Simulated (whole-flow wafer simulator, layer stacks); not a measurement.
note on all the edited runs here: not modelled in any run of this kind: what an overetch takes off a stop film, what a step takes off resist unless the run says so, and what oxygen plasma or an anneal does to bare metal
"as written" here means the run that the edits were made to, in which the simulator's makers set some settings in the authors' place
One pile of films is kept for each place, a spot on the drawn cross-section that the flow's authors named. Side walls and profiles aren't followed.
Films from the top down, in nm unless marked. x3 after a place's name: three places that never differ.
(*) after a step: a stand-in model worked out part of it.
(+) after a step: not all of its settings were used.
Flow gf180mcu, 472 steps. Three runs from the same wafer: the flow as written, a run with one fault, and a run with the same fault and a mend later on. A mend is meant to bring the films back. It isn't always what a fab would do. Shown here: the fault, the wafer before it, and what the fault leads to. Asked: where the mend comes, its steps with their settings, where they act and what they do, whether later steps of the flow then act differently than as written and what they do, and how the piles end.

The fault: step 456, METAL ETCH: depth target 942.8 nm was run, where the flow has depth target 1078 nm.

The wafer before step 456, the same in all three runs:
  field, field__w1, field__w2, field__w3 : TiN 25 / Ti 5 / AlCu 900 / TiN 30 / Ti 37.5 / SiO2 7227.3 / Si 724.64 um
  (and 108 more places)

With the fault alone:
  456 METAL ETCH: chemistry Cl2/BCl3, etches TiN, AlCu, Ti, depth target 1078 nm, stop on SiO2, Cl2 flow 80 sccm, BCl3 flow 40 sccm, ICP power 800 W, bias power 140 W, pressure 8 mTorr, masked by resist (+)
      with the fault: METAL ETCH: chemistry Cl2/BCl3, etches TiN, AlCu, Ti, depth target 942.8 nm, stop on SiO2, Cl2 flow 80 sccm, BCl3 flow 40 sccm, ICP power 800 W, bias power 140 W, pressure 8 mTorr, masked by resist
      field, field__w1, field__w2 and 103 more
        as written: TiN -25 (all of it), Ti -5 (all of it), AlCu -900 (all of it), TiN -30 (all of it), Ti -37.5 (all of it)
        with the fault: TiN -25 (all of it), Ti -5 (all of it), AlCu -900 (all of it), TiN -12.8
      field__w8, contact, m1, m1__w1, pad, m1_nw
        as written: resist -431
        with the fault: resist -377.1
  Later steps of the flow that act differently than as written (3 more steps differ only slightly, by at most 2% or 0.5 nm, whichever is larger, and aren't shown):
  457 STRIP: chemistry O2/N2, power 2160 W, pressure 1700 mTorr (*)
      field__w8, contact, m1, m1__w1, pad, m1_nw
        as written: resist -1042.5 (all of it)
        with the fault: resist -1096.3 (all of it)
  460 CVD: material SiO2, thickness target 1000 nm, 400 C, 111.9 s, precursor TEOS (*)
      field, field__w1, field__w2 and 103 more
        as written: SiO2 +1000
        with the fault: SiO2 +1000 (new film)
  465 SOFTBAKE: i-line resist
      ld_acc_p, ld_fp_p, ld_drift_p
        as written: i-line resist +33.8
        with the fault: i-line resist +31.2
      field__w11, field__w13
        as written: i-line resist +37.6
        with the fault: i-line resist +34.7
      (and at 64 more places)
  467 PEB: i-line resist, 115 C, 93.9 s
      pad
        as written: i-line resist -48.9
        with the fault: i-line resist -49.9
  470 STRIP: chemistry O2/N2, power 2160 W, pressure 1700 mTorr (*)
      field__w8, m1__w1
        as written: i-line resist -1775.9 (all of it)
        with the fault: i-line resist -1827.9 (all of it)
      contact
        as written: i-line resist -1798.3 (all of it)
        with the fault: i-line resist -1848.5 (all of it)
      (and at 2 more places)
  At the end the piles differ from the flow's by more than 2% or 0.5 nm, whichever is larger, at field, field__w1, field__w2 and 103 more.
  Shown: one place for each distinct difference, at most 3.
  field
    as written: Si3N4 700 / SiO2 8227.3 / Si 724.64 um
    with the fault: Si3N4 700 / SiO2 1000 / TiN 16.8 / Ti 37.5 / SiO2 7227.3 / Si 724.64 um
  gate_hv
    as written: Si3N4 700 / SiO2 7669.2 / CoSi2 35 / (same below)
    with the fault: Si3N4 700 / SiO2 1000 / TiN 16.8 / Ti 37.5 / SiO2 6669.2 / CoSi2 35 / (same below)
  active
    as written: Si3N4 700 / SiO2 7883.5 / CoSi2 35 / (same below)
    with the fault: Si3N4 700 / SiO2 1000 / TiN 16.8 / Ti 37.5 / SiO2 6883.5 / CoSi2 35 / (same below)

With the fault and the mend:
  The mend comes after step 456.
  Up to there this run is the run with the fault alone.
  456a METAL ETCH: chemistry Cl2/BCl3, etches TiN, AlCu, Ti, depth target 134.7 nm, stop on SiO2, Cl2 flow 80 sccm, BCl3 flow 40 sccm, ICP power 800 W, bias power 140 W, pressure 8 mTorr, masked by resist (+) (the flow's step 456 once more, with other settings)
      field, field__w1, field__w2 and 103 more
        TiN -17.2 (all of it), Ti -37.5 (all of it)
      field__w8, contact, m1, m1__w1, pad, m1_nw
        resist -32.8
  No later step of the flow acts differently than as written, at any place that is followed, by more than 2% or 0.5 nm, whichever is larger.
  At the end the piles are the same as the flow's at every place that both follow.
